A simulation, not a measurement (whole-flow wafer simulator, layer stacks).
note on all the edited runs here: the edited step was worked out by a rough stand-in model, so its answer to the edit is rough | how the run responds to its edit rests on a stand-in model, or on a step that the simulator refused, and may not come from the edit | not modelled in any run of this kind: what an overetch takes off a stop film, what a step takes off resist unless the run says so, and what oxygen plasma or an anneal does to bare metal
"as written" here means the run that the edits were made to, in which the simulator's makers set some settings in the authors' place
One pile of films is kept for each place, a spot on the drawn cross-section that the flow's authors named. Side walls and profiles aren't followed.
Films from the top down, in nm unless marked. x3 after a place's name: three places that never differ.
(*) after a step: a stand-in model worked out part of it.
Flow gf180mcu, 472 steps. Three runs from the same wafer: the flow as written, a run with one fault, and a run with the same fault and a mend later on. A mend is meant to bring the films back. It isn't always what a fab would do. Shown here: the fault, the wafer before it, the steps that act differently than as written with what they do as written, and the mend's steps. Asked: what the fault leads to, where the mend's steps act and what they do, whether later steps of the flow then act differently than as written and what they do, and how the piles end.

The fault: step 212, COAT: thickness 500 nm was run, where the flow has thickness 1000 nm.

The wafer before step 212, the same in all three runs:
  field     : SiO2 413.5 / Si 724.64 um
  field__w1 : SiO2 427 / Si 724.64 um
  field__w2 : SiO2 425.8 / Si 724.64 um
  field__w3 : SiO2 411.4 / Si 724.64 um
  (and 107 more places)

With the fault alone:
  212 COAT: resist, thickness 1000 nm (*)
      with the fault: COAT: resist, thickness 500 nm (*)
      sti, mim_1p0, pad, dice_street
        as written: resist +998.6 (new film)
        with the fault: resist +500.4 (new film)
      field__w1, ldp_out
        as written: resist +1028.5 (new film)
        with the fault: resist +524 (new film)
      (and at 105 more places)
  Later steps of the flow that act differently than as written (3 more steps differ only slightly, by at most 2% or 0.5 nm, whichever is larger, and aren't shown):
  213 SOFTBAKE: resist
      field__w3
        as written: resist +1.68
        with the fault: resist -0.61
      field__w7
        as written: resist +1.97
        with the fault: resist -0.5
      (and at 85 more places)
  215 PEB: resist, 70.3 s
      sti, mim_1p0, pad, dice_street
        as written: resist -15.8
        with the fault: resist -6.75
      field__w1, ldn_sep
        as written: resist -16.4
        with the fault: resist -7.08
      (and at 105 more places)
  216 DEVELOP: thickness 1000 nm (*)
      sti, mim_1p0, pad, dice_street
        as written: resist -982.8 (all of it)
        with the fault: resist -493.6 (all of it)
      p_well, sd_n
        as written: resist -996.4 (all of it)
        with the fault: resist -507.3 (all of it)
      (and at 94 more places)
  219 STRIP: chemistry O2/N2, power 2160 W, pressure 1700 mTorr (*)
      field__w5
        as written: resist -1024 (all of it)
        with the fault: resist -521.6 (all of it)
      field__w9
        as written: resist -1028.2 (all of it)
        with the fault: resist -545.6 (all of it)
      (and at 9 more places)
  At the end the piles differ from the flow's only slightly at the places that both follow, by at most 2% or 0.5 nm, whichever is larger.

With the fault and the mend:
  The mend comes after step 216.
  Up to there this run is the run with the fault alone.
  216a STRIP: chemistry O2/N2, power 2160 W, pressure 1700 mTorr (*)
      field__w5
        resist -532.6 (all of it)
      field__w9
        resist -556.6 (all of it)
      field__w13
        resist -561 (all of it)
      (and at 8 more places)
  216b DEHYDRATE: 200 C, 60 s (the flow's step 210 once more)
      changes no film at any place that is followed
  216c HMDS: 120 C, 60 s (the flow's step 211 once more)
      changes no film at any place that is followed
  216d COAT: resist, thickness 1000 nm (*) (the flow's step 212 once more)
      sti, mim_1p0, pad, dice_street
        resist +998.6 (new film)
      field__w1, ldp_out
        resist +1028.5 (new film)
      field_sub__w5, ldn_dft
        resist +1045.2 (new film)
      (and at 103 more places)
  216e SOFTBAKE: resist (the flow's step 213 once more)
      ld_gate_n, polyc_n
        resist -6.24
      nw_enc_fld, ldp_sep__w2
        resist +4.4
      field
        resist -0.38
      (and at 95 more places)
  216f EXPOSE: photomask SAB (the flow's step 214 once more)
      changes no film at any place that is followed
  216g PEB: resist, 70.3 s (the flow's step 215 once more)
      field__w1, nw_enc_fld, sti_nw and 8 more
        resist -16.4
      field__w2, field__w5, field_sub__w3 and 6 more
        resist -16.9
      field__w9, sd_p, nplus_u, nw_enc_fld_lv, ldn_src, ldn_drn, ldp_src, ldp_drn
        resist -17
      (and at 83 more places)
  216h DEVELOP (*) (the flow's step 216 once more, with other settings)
      sti, mim_1p0, pad, dice_street
        resist -982.8 (all of it)
      field, nw_sep_fld
        resist -1007.3 (all of it)
      field__w3, field__w12
        resist -1049.4 (all of it)
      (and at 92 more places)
  No later step of the flow acts differently than as written at any place that is followed.
  At the end the piles are the same as the flow's at every place that both follow.
